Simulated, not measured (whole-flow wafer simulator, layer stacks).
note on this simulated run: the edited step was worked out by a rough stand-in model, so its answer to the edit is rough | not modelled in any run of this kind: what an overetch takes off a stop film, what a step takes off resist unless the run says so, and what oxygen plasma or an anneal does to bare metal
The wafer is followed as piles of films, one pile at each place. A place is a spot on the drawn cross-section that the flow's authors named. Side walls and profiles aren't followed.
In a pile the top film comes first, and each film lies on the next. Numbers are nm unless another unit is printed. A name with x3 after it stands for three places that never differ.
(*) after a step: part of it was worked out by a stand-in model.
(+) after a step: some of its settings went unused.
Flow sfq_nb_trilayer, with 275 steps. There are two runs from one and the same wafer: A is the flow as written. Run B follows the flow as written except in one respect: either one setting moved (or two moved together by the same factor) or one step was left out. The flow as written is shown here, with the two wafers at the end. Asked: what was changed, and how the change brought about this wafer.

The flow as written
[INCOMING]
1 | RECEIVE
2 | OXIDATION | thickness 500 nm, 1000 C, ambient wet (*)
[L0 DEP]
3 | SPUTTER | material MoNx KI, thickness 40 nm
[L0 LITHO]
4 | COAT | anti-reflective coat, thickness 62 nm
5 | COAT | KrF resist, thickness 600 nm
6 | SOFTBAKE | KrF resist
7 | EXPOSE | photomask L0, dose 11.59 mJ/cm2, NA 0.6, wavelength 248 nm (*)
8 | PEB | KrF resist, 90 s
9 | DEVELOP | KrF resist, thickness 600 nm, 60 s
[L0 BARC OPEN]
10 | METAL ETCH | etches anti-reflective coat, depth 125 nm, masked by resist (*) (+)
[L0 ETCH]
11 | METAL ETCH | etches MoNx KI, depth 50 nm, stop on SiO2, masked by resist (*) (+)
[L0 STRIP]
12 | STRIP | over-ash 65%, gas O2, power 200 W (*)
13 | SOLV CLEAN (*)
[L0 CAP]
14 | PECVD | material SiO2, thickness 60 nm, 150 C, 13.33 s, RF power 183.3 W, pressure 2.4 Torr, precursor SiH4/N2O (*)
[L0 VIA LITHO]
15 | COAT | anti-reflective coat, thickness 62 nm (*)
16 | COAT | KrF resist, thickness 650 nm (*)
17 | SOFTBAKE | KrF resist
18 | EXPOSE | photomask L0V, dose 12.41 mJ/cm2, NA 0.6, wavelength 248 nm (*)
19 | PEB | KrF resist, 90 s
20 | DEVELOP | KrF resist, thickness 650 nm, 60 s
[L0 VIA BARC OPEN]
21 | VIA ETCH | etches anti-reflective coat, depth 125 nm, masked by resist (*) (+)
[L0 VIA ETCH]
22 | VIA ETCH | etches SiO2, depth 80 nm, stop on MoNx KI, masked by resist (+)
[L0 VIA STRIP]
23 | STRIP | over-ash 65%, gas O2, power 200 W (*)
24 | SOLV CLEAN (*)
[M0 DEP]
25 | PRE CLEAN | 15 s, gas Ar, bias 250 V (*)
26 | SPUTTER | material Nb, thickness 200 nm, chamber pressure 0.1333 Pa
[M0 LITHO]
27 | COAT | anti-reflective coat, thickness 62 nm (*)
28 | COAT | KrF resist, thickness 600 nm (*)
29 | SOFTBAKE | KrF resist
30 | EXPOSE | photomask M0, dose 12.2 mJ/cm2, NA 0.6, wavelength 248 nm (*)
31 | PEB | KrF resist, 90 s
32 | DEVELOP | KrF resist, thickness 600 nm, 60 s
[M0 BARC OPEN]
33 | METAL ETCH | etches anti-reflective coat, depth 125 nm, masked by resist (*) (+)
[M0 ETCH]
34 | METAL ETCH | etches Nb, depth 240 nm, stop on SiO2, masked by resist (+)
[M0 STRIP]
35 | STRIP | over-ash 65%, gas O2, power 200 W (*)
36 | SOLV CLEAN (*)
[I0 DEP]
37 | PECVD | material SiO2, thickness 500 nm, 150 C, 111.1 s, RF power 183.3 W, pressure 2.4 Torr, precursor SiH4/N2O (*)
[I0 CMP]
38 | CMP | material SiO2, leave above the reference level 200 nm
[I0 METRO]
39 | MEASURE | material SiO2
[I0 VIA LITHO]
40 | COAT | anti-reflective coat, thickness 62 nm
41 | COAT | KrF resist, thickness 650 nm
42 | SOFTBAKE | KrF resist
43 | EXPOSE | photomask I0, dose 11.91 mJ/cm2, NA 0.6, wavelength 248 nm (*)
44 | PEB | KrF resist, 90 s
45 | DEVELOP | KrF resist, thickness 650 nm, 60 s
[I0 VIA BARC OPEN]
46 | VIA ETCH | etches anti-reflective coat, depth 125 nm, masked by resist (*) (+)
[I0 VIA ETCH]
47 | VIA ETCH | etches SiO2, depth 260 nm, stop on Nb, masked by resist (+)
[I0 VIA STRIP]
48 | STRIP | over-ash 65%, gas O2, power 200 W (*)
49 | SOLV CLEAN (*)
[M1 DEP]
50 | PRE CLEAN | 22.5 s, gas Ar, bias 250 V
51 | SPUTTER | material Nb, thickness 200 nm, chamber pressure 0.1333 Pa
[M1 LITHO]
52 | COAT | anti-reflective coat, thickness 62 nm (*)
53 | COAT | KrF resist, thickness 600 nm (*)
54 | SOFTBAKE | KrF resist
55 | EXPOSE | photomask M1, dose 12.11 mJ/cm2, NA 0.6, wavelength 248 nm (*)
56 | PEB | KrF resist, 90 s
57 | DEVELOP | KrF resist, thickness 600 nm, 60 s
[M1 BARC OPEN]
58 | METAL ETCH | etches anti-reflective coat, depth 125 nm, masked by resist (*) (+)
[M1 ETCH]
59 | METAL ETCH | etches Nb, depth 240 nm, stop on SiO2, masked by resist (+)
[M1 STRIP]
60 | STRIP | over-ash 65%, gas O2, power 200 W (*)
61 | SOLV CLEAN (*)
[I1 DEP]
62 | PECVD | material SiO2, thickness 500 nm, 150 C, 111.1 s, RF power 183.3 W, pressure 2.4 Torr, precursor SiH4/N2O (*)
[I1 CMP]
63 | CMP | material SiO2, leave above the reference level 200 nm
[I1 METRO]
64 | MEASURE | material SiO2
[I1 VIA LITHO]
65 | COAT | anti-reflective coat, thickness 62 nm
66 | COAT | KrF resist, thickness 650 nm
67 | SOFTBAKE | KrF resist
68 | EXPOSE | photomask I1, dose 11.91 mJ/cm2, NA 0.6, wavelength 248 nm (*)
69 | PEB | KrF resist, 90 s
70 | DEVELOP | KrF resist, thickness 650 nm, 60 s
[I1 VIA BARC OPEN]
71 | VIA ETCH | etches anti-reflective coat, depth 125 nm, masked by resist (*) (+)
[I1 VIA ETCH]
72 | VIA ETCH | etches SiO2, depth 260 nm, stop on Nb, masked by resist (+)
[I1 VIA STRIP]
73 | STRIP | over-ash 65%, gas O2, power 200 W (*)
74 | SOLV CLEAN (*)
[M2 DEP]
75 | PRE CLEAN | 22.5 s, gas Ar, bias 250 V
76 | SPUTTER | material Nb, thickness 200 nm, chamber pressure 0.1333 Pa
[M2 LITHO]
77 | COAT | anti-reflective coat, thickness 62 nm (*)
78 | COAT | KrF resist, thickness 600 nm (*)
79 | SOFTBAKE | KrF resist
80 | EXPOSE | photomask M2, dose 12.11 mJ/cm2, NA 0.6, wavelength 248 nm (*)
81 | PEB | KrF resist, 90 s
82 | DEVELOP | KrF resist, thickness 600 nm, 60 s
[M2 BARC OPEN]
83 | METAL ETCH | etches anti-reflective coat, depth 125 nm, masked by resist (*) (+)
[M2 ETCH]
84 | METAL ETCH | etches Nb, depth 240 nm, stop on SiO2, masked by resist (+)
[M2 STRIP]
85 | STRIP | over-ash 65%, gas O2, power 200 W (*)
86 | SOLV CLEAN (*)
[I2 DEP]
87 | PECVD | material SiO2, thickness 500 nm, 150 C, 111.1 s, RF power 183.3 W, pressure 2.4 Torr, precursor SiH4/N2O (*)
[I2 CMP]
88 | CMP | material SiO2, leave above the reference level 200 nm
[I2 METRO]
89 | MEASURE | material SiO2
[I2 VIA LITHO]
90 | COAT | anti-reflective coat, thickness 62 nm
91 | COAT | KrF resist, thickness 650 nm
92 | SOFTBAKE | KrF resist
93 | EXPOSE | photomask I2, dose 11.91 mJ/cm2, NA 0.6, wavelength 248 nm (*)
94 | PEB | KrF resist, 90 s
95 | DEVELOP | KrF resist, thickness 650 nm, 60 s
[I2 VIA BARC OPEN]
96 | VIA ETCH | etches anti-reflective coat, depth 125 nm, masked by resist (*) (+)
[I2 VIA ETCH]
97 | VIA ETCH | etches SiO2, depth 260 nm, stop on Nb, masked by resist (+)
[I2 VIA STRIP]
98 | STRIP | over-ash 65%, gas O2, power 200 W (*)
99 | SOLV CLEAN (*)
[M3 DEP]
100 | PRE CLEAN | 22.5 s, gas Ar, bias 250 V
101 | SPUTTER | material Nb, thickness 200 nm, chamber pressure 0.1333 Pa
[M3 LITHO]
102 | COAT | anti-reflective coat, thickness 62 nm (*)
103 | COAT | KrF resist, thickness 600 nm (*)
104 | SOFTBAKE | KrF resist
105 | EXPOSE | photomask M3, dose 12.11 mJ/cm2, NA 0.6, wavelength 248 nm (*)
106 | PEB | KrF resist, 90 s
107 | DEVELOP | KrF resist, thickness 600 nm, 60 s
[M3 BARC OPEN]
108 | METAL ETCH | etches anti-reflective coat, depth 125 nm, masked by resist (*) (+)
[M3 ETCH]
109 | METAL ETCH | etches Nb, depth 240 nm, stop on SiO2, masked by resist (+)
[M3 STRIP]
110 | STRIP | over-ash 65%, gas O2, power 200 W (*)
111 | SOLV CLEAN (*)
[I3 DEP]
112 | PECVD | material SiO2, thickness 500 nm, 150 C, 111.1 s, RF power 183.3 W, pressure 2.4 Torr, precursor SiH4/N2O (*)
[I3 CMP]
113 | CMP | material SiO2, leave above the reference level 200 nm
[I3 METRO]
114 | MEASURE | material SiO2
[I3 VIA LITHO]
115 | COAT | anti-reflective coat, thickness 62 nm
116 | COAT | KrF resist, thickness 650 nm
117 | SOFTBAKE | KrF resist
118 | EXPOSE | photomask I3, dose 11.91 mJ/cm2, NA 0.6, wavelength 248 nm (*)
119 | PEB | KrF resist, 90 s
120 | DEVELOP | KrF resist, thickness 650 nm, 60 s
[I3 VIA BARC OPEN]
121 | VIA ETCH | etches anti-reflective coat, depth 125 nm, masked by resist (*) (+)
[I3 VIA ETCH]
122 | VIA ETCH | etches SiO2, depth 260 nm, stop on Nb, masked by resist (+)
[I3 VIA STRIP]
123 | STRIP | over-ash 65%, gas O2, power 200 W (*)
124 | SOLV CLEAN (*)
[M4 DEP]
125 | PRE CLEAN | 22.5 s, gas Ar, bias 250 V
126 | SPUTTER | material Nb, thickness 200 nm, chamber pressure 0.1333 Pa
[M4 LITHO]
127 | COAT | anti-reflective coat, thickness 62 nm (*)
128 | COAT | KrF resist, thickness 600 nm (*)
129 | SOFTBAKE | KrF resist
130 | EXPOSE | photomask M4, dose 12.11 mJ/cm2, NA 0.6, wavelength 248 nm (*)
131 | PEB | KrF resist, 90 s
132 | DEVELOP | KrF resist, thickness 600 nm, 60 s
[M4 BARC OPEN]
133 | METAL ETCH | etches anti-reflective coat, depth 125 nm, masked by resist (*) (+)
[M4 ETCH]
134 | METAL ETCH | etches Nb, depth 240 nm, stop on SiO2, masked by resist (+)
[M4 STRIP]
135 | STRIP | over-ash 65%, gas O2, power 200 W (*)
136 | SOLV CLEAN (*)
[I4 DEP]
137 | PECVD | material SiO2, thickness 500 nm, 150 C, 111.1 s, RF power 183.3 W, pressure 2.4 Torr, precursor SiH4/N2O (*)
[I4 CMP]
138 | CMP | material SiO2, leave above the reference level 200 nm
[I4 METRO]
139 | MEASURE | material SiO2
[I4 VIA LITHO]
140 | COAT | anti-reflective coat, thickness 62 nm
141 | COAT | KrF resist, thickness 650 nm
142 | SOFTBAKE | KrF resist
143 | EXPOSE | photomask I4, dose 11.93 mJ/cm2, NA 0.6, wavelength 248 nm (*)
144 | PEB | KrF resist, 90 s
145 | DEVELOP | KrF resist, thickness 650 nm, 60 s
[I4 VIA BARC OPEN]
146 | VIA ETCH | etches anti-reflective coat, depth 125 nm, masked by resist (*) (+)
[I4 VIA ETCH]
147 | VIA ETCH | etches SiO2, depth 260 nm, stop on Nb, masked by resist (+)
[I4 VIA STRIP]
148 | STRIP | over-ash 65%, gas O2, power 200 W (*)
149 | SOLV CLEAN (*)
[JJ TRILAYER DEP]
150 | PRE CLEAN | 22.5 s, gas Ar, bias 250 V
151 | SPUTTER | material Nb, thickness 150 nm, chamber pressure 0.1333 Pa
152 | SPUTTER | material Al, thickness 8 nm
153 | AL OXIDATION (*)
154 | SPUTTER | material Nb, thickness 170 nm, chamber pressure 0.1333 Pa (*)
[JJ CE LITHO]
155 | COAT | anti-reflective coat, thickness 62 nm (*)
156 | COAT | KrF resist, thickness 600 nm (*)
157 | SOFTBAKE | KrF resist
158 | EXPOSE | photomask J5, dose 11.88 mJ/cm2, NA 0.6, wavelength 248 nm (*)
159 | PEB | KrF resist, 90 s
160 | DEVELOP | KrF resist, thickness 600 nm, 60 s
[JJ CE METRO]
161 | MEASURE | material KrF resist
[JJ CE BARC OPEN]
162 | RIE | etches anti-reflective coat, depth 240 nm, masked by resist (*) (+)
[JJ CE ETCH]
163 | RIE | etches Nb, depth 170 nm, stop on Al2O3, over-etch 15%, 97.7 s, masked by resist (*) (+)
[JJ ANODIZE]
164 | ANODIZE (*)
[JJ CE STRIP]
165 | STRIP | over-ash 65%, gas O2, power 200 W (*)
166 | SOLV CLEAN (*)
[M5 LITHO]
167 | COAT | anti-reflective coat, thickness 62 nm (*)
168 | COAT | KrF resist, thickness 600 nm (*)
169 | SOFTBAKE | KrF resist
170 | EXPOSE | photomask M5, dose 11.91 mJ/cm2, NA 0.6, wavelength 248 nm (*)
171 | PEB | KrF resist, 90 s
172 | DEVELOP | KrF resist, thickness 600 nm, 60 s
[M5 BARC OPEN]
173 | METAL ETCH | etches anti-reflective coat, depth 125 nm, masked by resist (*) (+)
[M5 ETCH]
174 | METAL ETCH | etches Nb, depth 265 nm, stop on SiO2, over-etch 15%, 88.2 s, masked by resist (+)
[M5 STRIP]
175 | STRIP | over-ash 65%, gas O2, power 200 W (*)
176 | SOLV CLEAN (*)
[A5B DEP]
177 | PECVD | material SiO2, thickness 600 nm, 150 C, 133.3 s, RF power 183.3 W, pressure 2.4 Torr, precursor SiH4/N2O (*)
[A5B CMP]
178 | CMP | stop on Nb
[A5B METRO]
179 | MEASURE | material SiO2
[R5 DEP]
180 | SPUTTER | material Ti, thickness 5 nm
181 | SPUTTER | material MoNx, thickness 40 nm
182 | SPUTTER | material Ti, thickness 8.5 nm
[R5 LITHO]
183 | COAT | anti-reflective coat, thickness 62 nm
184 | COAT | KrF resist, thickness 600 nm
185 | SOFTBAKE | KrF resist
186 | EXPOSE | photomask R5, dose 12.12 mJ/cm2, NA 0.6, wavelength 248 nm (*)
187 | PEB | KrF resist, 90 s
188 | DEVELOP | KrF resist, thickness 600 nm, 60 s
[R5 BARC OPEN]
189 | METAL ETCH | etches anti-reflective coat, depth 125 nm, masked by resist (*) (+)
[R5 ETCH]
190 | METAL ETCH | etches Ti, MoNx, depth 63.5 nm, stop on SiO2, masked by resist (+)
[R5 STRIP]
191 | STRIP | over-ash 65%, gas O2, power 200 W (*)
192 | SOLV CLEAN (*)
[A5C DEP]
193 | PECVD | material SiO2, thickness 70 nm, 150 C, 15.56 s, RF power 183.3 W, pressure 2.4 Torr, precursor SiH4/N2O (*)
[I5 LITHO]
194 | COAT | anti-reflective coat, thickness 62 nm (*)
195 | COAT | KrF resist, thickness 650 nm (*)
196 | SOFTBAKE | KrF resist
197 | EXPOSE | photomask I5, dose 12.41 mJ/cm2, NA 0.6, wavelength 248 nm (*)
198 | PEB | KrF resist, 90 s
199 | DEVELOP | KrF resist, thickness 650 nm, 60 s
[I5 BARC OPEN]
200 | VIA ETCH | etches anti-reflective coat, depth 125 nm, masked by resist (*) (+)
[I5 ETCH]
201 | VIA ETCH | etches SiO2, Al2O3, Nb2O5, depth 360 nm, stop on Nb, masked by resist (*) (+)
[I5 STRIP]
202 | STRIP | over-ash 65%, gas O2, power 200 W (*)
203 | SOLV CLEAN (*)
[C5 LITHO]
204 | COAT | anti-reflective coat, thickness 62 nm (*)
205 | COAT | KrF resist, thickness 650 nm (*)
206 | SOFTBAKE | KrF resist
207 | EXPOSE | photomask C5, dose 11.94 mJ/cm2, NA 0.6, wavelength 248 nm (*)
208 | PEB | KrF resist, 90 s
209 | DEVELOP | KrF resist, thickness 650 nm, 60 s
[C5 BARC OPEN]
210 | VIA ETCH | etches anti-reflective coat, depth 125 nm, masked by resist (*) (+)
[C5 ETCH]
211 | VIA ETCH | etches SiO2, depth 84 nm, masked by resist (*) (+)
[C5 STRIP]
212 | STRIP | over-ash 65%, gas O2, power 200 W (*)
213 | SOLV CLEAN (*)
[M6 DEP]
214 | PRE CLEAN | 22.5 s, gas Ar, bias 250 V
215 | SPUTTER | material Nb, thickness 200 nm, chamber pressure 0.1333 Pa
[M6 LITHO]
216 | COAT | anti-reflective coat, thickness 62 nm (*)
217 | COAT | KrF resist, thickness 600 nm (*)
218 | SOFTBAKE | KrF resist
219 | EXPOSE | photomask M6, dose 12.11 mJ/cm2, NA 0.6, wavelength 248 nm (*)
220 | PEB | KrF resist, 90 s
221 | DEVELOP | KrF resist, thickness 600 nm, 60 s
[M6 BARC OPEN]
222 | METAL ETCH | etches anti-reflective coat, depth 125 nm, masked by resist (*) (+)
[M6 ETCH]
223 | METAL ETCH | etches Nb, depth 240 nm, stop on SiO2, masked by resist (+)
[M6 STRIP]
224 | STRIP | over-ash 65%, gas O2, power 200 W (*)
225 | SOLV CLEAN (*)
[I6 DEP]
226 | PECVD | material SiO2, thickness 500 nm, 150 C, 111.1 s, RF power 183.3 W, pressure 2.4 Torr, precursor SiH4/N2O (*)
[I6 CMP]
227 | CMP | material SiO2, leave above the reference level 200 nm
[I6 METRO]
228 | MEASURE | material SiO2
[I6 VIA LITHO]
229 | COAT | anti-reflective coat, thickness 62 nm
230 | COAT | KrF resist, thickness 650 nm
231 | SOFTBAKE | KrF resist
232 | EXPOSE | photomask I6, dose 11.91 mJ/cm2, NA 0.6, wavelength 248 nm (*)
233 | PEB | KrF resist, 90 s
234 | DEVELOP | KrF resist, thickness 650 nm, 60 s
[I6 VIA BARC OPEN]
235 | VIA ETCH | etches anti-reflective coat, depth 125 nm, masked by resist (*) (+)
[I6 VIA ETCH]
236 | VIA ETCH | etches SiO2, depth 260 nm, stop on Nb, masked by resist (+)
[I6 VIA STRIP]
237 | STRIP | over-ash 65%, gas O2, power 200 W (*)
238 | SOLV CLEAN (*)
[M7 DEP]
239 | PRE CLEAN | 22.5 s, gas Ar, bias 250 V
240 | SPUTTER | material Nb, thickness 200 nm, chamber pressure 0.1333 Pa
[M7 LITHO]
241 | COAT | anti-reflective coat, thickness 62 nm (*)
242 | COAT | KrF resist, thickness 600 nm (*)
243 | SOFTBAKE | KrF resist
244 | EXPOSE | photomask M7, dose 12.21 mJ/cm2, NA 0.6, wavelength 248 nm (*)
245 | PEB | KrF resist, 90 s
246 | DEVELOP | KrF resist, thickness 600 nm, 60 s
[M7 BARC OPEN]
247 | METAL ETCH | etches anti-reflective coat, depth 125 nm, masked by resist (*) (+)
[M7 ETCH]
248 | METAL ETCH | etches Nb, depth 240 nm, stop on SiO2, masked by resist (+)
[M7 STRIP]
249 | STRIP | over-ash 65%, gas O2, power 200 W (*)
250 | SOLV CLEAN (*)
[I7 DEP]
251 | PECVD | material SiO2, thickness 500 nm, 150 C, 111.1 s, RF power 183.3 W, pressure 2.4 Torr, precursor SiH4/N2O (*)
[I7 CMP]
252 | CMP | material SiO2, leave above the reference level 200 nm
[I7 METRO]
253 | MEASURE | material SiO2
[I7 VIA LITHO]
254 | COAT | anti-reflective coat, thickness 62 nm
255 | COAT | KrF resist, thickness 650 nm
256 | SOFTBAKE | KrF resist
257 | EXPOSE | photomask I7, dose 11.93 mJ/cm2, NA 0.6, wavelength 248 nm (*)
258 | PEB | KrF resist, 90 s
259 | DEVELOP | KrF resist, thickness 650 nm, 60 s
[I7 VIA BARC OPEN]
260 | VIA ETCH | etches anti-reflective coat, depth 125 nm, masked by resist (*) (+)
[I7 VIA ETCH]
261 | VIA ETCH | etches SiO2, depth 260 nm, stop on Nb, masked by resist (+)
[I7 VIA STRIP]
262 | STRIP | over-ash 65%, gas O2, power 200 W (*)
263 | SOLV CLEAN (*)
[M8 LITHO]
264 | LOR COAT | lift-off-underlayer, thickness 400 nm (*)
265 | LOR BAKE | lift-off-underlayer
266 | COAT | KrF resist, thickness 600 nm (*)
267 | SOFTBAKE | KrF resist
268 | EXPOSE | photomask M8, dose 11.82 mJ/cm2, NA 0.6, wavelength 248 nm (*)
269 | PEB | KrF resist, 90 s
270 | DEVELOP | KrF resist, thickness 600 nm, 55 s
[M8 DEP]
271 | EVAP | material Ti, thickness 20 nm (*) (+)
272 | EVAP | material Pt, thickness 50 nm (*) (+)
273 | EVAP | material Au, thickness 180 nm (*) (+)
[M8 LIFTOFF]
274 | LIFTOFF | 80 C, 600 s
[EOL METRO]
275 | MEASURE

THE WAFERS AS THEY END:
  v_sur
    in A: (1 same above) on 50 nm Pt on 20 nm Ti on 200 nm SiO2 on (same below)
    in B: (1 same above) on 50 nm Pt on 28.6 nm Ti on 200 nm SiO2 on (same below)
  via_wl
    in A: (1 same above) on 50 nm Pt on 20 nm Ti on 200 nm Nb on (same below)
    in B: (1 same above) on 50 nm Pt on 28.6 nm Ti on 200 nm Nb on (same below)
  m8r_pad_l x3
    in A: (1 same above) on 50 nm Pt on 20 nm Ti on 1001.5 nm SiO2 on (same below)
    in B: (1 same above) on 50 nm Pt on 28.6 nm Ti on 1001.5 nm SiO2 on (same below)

The reason: step 271, EVAP: thickness 28.6 nm was run, while the flow as written has thickness 20 nm.
The wafer lets one read it off: v_sur has Ti 28.6, and step 271 as written asks for 20 nm.

How this came from the change, step by step:
  271 | EVAP | material Ti, thickness 20 nm (*) (+)
      field_l, v_sur, via_wl and 103 more: A Ti gains 20 (new film) | B Ti gains 28.6 (new film)
  274 | LIFTOFF | 80 C, 600 s
      p4_fl x3, p4_w1 x9, p4_g1 x2 and 60 more: A Au loses 180 (all of it), Pt loses 50 (all of it), Ti loses 20 (all of it), KrF resist loses 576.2 (all of it), lift-off-underlayer loses 400 (all of it) | B Au loses 180 (all of it), Pt loses 50 (all of it), Ti loses 28.6 (all of it), KrF resist loses 576.2 (all of it), lift-off-underlayer loses 400 (all of it)
      c5j, ce_r: A Au loses 180 (all of it), Pt loses 50 (all of it), Ti loses 20 (all of it), KrF resist loses 573.3 (all of it), lift-off-underlayer loses 399.3 (all of it) | B Au loses 180 (all of it), Pt loses 50 (all of it), Ti loses 28.6 (all of it), KrF resist loses 573.3 (all of it), lift-off-underlayer loses 399.3 (all of it)
      (also at 19 further places)
